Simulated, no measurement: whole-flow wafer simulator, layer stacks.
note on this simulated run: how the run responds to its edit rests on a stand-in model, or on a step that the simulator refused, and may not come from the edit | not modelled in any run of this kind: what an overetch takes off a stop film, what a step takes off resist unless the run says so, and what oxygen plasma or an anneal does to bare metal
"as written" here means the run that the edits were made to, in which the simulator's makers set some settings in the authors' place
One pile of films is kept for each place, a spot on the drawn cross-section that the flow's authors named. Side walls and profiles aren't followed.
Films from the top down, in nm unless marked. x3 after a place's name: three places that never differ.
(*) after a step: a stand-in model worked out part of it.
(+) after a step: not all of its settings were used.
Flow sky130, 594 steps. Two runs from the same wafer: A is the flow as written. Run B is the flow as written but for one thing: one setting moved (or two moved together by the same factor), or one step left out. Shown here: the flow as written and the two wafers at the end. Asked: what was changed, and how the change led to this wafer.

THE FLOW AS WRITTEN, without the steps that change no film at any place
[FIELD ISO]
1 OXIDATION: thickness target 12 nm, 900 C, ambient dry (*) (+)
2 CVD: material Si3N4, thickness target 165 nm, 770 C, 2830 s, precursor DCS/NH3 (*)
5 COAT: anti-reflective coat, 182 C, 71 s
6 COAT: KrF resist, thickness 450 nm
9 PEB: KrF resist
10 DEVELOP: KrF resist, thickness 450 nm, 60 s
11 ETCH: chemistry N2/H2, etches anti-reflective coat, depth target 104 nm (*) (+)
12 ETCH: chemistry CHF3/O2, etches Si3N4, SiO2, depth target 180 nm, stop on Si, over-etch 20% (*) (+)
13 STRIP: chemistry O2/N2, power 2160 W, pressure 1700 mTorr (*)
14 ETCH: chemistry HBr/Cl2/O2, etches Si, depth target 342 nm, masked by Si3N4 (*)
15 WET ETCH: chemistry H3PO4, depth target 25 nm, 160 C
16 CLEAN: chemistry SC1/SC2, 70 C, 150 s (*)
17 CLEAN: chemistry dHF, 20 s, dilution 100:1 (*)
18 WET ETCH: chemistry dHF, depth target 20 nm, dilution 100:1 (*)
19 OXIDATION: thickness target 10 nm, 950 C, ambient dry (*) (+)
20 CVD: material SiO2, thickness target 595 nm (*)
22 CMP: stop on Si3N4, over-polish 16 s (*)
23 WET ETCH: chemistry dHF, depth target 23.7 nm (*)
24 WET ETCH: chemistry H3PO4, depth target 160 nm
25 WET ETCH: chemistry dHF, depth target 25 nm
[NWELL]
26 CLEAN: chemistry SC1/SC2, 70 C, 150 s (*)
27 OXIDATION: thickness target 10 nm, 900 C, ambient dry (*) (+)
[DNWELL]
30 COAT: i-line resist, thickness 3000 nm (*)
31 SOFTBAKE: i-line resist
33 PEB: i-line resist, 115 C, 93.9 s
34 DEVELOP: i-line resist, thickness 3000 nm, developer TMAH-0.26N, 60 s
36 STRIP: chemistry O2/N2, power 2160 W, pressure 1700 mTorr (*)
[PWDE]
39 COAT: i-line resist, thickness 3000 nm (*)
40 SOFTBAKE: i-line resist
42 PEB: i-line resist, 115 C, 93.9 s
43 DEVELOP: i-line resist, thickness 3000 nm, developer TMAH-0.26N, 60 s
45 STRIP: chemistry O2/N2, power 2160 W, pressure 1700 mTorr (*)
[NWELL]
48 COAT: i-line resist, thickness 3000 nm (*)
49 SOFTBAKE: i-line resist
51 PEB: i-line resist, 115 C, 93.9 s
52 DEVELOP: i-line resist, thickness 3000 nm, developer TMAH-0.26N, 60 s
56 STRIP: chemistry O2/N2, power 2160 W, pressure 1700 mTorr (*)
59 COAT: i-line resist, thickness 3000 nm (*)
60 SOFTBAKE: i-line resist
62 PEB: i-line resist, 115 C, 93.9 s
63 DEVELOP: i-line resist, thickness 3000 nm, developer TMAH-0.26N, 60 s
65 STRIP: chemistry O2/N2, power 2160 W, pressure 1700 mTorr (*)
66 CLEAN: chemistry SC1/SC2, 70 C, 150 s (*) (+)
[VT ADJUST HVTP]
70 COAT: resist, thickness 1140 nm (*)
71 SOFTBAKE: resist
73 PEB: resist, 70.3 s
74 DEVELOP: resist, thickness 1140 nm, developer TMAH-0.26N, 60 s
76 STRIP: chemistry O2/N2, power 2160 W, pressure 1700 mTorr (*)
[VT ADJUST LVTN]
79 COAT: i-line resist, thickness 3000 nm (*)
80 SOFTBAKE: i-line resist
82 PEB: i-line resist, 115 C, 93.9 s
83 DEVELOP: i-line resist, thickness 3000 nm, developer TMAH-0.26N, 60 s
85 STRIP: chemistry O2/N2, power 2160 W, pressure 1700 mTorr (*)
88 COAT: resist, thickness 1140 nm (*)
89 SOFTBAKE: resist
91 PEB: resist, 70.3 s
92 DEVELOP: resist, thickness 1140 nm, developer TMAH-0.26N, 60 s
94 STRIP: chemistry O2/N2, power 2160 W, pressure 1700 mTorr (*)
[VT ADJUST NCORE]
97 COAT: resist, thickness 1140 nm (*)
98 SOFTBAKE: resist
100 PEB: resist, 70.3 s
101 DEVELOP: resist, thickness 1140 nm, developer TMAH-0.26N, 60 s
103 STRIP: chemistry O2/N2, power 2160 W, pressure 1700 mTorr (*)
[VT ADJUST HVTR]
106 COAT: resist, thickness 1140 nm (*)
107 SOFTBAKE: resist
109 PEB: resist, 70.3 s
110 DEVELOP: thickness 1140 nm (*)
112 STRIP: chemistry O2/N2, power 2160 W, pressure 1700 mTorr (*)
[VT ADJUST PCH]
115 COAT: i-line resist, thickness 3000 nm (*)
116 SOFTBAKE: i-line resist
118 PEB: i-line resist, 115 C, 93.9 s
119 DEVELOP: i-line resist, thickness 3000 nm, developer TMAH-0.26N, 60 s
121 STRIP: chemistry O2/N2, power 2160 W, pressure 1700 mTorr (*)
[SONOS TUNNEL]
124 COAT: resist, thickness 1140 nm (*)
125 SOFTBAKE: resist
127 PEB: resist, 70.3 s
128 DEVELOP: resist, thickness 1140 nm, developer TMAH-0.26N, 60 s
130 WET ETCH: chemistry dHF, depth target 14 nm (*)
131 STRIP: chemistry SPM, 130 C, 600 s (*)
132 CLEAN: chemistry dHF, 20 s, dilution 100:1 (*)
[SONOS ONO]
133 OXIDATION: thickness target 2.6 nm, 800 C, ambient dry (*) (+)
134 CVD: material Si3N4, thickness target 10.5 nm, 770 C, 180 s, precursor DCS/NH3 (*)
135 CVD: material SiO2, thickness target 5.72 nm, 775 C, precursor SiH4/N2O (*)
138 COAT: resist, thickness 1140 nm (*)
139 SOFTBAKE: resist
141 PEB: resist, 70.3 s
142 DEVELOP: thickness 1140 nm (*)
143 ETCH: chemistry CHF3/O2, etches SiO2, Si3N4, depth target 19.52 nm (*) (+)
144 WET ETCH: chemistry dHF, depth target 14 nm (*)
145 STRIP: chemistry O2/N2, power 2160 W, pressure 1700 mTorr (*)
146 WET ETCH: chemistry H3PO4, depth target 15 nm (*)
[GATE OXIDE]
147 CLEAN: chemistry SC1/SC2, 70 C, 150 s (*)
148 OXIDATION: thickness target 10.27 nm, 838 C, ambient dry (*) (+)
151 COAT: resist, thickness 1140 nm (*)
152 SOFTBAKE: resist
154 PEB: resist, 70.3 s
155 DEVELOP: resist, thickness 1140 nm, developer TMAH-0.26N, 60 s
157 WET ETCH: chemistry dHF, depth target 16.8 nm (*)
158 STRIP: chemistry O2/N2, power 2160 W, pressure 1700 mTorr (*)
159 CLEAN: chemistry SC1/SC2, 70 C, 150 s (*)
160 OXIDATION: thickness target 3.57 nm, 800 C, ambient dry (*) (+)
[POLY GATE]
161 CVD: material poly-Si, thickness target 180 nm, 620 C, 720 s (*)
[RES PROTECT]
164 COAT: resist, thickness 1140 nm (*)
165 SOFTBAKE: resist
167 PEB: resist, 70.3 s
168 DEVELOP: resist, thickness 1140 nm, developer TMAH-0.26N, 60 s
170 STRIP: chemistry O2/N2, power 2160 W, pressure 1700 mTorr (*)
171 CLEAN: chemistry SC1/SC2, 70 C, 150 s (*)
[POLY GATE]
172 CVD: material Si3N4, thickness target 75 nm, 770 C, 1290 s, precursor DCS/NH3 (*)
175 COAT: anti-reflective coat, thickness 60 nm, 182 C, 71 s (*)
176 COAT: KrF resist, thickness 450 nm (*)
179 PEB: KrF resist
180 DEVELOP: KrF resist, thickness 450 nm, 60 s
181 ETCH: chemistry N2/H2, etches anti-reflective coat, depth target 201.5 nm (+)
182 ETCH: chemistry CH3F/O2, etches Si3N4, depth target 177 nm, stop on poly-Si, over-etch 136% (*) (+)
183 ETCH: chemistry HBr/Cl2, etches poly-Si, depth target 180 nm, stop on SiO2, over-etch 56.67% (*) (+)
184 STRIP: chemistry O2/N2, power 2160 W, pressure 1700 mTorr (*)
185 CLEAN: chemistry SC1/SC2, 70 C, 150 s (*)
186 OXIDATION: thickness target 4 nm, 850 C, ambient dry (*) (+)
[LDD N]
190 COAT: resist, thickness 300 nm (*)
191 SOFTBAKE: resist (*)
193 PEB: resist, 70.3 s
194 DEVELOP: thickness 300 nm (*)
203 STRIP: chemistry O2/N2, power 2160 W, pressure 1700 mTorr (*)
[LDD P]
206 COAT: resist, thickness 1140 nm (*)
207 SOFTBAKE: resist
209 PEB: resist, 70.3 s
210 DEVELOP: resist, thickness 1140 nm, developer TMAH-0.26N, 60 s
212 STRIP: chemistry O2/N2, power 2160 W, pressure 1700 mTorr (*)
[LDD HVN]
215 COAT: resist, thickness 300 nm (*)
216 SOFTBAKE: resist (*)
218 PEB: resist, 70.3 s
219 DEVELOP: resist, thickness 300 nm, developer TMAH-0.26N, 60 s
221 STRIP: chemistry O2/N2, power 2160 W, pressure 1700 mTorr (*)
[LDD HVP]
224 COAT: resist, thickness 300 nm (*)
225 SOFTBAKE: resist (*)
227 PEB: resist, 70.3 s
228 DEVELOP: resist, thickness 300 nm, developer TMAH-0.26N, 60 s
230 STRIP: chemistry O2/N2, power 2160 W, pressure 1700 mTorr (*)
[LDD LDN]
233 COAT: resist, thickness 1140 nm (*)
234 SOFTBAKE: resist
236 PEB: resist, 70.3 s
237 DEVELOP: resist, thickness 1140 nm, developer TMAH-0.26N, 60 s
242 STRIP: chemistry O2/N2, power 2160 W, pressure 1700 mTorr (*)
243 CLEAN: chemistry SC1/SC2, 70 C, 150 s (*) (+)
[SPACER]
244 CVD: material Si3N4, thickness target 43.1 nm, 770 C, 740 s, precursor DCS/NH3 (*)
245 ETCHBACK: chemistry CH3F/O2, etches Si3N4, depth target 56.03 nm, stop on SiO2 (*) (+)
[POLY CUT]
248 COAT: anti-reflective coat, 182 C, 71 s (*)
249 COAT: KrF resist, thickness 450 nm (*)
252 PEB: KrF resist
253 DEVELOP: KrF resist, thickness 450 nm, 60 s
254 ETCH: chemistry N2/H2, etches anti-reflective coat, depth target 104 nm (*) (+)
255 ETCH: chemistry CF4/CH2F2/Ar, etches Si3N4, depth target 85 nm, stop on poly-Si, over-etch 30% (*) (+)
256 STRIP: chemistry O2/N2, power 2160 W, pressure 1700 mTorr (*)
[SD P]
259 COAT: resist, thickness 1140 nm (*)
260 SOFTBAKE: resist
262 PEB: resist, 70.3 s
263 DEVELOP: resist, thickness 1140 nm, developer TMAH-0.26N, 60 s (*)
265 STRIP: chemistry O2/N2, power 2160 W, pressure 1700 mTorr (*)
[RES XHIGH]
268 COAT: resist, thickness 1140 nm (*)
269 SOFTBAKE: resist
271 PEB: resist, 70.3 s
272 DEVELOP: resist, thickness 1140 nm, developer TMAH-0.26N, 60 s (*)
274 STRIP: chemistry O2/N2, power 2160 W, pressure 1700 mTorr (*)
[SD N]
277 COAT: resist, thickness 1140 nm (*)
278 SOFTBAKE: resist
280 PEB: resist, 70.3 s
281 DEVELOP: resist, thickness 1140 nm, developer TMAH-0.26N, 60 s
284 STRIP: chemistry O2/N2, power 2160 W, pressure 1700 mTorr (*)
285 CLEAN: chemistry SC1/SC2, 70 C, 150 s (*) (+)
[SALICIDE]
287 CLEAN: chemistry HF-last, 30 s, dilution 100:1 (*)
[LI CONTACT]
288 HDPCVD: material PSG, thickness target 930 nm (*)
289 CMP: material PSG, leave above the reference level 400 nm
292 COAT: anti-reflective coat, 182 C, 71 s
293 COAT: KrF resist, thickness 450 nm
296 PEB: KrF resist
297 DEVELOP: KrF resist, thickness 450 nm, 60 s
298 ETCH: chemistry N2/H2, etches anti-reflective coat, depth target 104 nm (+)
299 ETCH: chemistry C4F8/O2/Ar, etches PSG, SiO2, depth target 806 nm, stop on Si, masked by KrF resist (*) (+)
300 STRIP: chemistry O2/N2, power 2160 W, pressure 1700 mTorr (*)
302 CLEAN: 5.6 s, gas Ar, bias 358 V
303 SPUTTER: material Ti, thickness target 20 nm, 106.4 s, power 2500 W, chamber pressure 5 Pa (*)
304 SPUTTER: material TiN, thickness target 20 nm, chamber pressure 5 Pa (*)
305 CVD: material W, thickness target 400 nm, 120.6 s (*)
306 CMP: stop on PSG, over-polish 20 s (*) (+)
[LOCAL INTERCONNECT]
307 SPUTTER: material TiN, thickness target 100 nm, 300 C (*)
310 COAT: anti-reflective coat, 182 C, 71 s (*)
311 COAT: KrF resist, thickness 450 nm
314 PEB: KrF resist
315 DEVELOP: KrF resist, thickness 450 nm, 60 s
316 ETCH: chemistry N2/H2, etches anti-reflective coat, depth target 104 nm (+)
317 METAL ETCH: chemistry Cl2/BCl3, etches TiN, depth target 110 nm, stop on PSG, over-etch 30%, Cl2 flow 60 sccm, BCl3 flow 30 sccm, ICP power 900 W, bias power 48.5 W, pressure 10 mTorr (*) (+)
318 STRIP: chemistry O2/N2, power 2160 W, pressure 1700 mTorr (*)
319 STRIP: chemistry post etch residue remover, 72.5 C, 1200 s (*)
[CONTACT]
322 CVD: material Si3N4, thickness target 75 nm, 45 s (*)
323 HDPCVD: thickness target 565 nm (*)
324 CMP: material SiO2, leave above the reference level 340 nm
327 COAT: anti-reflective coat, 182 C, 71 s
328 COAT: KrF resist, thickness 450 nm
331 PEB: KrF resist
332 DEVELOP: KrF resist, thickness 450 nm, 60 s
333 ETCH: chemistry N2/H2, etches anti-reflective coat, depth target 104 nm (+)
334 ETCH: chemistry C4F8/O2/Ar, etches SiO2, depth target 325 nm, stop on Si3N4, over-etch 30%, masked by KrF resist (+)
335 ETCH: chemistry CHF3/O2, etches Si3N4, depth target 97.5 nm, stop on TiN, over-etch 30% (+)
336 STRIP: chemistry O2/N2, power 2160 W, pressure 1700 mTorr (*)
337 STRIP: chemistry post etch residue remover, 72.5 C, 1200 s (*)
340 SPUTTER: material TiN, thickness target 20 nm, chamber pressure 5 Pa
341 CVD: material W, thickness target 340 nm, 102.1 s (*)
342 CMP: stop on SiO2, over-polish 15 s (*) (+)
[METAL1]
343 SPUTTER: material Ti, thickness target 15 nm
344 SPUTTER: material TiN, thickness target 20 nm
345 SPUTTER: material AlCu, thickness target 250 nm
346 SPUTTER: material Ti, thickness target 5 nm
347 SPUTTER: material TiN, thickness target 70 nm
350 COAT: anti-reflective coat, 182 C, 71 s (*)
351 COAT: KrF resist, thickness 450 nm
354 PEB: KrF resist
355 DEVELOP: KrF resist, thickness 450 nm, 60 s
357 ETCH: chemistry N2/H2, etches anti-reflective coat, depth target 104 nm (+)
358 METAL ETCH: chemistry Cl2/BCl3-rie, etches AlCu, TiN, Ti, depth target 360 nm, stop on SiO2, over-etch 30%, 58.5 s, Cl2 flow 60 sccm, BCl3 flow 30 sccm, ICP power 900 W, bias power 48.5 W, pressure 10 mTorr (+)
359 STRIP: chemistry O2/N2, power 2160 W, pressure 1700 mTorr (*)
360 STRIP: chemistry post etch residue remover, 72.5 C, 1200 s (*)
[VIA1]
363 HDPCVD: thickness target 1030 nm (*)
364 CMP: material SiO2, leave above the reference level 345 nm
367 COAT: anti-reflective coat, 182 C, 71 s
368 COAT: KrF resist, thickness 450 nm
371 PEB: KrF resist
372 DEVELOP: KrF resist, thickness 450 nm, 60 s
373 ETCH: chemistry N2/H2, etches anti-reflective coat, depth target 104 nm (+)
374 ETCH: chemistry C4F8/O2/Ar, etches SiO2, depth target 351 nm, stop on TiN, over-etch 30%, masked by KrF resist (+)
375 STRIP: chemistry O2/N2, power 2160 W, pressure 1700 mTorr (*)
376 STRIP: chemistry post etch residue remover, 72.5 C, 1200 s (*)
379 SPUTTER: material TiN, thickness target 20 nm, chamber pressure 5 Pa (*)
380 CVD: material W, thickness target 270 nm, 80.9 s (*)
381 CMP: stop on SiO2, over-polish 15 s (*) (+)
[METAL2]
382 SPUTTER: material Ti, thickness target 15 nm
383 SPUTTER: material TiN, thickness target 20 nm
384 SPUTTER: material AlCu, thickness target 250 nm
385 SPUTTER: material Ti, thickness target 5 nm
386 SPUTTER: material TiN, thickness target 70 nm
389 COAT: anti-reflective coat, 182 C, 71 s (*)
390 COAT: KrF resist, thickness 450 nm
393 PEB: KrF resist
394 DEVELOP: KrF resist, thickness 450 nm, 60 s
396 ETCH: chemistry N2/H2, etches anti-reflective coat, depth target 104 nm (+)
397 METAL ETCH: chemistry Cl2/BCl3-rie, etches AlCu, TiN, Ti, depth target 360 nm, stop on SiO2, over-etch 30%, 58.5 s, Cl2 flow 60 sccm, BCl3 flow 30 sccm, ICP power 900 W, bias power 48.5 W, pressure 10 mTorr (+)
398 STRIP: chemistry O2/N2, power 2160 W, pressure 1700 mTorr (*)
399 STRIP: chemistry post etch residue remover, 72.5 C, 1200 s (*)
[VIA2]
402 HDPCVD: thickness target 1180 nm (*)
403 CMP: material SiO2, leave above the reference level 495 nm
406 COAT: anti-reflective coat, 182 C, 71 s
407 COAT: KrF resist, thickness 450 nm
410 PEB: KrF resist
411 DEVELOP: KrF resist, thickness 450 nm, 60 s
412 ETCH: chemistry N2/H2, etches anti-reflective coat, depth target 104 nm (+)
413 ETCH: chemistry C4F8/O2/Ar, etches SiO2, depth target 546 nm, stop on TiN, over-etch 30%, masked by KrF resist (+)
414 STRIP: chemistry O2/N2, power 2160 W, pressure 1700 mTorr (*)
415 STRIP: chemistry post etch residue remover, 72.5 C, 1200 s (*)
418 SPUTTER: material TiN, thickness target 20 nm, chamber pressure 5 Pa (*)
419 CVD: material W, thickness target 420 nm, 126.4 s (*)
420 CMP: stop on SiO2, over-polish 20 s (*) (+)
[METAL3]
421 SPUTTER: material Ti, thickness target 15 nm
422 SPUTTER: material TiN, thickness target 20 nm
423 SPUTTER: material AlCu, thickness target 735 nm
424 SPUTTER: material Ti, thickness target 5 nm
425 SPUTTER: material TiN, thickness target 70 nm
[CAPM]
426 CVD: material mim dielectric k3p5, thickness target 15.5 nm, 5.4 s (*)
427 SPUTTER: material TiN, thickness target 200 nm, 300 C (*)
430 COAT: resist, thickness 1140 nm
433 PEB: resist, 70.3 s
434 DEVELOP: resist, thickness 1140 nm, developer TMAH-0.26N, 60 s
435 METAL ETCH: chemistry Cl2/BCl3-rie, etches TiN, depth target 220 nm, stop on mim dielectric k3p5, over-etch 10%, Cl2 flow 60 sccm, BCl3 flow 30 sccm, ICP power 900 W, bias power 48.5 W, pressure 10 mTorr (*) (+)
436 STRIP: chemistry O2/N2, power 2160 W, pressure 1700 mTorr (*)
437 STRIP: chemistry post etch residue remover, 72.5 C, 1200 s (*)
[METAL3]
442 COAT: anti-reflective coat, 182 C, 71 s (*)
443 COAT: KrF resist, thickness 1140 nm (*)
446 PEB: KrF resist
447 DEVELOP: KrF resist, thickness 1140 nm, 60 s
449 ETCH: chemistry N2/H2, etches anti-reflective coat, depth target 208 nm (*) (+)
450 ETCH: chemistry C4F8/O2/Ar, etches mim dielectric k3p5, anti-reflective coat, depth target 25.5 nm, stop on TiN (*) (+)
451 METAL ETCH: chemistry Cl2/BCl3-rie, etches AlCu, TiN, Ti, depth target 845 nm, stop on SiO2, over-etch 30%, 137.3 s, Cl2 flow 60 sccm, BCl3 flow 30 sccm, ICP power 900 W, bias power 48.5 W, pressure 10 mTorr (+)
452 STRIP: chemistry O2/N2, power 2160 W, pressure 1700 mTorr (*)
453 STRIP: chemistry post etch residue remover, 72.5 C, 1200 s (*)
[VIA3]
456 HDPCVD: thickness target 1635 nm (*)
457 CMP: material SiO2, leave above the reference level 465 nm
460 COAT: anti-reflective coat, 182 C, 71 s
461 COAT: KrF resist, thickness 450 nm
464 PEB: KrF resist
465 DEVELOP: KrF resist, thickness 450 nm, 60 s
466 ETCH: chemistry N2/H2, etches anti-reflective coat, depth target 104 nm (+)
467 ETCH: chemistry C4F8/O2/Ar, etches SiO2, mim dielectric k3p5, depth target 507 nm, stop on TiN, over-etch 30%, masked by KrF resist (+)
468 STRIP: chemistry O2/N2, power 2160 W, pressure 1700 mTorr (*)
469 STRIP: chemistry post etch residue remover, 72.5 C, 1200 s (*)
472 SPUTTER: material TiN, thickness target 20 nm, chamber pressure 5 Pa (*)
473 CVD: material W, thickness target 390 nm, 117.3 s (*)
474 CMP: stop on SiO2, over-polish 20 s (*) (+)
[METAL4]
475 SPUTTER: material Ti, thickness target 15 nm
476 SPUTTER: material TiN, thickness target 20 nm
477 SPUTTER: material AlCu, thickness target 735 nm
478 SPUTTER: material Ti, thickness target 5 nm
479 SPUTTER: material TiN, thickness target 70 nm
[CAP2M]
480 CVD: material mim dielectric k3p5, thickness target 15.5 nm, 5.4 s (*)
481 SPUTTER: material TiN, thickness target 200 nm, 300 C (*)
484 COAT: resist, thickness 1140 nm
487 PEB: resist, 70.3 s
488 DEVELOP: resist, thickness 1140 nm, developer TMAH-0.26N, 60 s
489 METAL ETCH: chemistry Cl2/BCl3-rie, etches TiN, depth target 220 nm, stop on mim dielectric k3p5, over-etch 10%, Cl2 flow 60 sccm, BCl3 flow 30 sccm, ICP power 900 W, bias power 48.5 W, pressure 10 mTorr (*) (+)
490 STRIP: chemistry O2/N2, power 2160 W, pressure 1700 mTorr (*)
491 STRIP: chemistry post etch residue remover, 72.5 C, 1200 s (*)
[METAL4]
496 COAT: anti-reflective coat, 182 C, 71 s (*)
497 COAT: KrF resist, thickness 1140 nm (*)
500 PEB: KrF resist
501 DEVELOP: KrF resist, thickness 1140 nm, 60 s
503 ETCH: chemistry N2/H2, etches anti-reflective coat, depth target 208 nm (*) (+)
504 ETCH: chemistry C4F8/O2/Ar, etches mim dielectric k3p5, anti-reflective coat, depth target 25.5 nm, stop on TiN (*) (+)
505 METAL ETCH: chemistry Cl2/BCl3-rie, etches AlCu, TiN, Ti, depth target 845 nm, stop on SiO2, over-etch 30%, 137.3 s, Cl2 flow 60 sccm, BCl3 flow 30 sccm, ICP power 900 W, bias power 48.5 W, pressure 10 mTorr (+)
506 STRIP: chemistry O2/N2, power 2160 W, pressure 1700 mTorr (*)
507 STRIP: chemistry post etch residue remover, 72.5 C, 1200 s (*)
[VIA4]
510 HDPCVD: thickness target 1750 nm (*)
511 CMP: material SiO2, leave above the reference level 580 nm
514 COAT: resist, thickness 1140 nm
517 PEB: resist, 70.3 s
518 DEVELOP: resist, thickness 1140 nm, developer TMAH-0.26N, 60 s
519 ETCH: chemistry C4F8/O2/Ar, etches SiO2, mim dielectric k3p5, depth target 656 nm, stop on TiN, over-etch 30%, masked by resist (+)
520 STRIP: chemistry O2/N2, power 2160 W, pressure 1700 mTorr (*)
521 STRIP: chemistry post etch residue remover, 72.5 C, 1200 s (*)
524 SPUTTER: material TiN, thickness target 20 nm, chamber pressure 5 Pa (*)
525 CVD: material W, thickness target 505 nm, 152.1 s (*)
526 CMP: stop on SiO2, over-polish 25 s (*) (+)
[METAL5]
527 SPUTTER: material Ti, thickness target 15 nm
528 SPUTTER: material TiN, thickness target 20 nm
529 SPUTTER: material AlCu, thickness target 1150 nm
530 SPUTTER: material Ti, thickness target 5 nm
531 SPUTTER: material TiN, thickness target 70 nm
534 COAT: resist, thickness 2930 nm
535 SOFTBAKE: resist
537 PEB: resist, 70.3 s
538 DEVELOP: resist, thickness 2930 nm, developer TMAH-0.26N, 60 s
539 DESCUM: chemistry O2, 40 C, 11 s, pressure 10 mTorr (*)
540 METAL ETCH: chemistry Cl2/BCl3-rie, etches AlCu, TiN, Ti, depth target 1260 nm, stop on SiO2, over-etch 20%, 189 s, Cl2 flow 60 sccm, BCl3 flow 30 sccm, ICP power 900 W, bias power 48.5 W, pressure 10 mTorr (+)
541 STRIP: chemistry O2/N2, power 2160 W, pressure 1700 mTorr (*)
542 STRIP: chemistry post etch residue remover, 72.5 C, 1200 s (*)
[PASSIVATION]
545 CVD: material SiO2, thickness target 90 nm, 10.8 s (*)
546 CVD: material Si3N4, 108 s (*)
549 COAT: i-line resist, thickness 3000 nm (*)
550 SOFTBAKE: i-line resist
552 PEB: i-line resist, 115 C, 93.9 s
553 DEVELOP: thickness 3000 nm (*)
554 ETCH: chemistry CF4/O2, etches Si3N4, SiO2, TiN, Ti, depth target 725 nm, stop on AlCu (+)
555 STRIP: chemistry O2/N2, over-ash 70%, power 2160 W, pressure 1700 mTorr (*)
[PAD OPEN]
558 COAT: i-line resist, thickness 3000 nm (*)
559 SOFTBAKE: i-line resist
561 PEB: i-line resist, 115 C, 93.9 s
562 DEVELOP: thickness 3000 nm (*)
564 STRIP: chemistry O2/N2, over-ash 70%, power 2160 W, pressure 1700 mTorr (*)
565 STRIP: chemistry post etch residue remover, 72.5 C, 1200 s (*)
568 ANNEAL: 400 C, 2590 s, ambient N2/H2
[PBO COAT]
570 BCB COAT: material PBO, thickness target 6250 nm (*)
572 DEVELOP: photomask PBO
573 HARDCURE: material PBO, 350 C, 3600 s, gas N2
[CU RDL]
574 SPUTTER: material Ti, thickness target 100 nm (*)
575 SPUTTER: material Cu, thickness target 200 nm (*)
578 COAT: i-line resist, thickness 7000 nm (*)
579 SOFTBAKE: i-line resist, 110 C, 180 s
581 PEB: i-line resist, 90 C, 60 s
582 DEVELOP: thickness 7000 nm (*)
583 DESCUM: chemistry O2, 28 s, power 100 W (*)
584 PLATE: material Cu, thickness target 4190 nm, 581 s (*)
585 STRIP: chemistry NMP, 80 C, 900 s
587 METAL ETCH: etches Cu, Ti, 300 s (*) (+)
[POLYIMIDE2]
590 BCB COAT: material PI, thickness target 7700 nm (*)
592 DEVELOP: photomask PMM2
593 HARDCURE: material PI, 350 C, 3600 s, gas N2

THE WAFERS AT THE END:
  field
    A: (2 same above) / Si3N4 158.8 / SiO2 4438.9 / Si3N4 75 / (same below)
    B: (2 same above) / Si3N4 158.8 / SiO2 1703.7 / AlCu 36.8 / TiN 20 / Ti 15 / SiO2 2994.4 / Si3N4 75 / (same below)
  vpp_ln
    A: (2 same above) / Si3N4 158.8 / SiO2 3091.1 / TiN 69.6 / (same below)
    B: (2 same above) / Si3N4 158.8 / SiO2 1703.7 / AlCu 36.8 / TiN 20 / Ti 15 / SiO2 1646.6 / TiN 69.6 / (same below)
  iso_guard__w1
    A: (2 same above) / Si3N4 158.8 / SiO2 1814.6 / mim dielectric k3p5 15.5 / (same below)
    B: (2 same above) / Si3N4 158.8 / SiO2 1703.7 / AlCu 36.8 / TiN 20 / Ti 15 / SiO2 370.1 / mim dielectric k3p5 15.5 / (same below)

The cause: step 477, SPUTTER: thickness target 1066 nm was run, where the flow has thickness target 735 nm.

How the change led to this, step by step:
  477 SPUTTER: material AlCu, thickness target 735 nm
      field, active, n_well and 189 more: A AlCu +735 (new film) | B AlCu +1066 (new film)
  505 METAL ETCH: chemistry Cl2/BCl3-rie, etches AlCu, TiN, Ti, depth target 845 nm, stop on SiO2, over-etch 30%, 137.3 s, Cl2 flow 60 sccm, BCl3 flow 30 sccm, ICP power 900 W, bias power 48.5 W, pressure 10 mTorr (+)
      field, gate, spacer and 68 more: A TiN -70 (all of it), Ti -5 (all of it), AlCu -735 (all of it), TiN -20 (all of it), Ti -15 (all of it), SiO2 -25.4 | B TiN -70 (all of it), Ti -5 (all of it), AlCu -1023.5
      active, vpp_iso1, mim_edge_plate and 14 more: A TiN -70 (all of it), Ti -5 (all of it), AlCu -735 (all of it), TiN -20 (all of it), Ti -15 (all of it), SiO2 -25.3 | B TiN -70 (all of it), Ti -5 (all of it), AlCu -1023.5
  507 STRIP: chemistry post etch residue remover, 72.5 C, 1200 s (*)
      field, active, gate and 85 more: A nothing | B AlCu -5.72
  510 HDPCVD: thickness target 1750 nm (*)
      field, active, gate and 85 more: A SiO2 +1750 | B SiO2 +1750 (new film)
  511 CMP: material SiO2, leave above the reference level 580 nm
      field, active, gate and 77 more: A SiO2 -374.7 | B SiO2 -140.8
      iso_guard__w1, mim_edge_gap, vpp_l1ln, vpp_m3ln, rpm_encl, via2_enc, rpm_encl_psd, iso_guard_nsd_tip: A SiO2 -374.6 | B SiO2 -140.8
Counting metal films that touch as one body, field has 1 body; the flow as written gives 0 bodies.
Counting metal films that touch as one body, vpp_ln has 3 bodies (between them, from the top down: SiO2 1646.6; SiO2 267.2); the flow as written gives 2 bodies (between them, from the top down: SiO2 267.2).
Counting metal films that touch as one body, iso_guard__w1 has 2 bodies (between them, from the top down: SiO2 370.1 / mim dielectric k3p5 15.5); the flow as written gives 1 body.
